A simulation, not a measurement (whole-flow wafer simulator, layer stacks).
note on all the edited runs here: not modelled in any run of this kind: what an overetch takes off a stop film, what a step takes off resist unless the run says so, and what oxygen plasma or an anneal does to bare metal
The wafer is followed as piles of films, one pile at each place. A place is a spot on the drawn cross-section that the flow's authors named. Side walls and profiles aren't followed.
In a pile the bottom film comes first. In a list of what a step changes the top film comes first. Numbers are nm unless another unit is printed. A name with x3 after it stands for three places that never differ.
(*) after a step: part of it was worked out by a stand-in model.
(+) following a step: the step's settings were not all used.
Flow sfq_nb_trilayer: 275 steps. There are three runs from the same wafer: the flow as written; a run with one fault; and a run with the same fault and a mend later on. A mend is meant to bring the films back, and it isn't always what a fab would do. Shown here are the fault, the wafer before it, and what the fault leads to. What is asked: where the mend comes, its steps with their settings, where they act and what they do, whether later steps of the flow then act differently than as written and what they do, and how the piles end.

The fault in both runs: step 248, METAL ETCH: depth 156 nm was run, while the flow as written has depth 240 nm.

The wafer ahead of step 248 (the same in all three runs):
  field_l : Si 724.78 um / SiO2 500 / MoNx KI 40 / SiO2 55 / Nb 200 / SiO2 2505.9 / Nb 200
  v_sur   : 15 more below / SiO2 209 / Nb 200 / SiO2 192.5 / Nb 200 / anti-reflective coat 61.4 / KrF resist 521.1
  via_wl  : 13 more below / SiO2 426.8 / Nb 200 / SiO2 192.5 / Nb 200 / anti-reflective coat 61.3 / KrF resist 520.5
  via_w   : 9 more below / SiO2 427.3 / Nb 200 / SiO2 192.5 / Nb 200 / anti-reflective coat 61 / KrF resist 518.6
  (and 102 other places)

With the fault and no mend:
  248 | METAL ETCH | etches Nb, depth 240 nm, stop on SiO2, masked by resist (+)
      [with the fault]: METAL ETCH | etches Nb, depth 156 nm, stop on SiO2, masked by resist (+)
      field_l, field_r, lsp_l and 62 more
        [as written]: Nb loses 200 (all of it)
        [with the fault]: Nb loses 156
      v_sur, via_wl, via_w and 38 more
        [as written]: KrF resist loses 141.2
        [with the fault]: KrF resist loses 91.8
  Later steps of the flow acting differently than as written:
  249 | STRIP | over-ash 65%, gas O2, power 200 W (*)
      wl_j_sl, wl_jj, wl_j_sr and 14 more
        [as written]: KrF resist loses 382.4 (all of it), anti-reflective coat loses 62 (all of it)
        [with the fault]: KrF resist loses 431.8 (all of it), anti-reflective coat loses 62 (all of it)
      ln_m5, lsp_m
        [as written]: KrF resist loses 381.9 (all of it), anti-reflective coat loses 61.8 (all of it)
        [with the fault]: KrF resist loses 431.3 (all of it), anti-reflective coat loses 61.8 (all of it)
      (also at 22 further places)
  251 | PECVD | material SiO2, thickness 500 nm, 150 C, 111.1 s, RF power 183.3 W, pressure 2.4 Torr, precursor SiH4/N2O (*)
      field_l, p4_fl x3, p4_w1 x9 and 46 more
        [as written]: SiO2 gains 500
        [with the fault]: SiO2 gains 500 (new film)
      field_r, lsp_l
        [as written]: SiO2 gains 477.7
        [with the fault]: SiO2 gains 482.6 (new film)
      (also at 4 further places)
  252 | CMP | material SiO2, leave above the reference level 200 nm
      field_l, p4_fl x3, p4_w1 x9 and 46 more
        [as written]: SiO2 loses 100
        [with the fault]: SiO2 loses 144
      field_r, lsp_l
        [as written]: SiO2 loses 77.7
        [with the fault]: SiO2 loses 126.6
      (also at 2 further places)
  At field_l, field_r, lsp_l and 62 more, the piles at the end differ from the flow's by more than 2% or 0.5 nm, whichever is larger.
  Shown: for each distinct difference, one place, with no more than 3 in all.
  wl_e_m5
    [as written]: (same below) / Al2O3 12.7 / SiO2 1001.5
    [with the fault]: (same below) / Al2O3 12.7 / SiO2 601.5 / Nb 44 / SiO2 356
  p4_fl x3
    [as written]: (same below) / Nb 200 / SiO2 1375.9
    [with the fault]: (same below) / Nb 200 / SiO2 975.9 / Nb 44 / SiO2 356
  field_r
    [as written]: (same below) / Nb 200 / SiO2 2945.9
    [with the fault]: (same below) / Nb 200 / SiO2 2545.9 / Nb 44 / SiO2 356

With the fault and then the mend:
  The mend stands after step 248.
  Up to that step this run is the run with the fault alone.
  248a | METAL ETCH | etches Nb, depth 84 nm, stop on SiO2, masked by resist (+) (the flow's step 248, run once more with other settings)
      field_l, field_r, lsp_l and 62 more
        Nb loses 44 (all of it)
      v_sur, via_wl, via_w and 38 more
        KrF resist loses 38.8
  Later steps of the flow acting differently than as written:
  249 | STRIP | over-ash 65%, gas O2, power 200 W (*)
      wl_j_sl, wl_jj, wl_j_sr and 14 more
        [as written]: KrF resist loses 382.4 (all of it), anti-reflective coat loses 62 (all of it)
        [with the mend]: KrF resist loses 393 (all of it), anti-reflective coat loses 62 (all of it)
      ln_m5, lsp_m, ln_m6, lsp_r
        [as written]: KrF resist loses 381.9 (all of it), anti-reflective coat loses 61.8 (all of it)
        [with the mend]: KrF resist loses 392.5 (all of it), anti-reflective coat loses 61.8 (all of it)
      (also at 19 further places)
  The piles end the same as the flow's at every place that both follow.
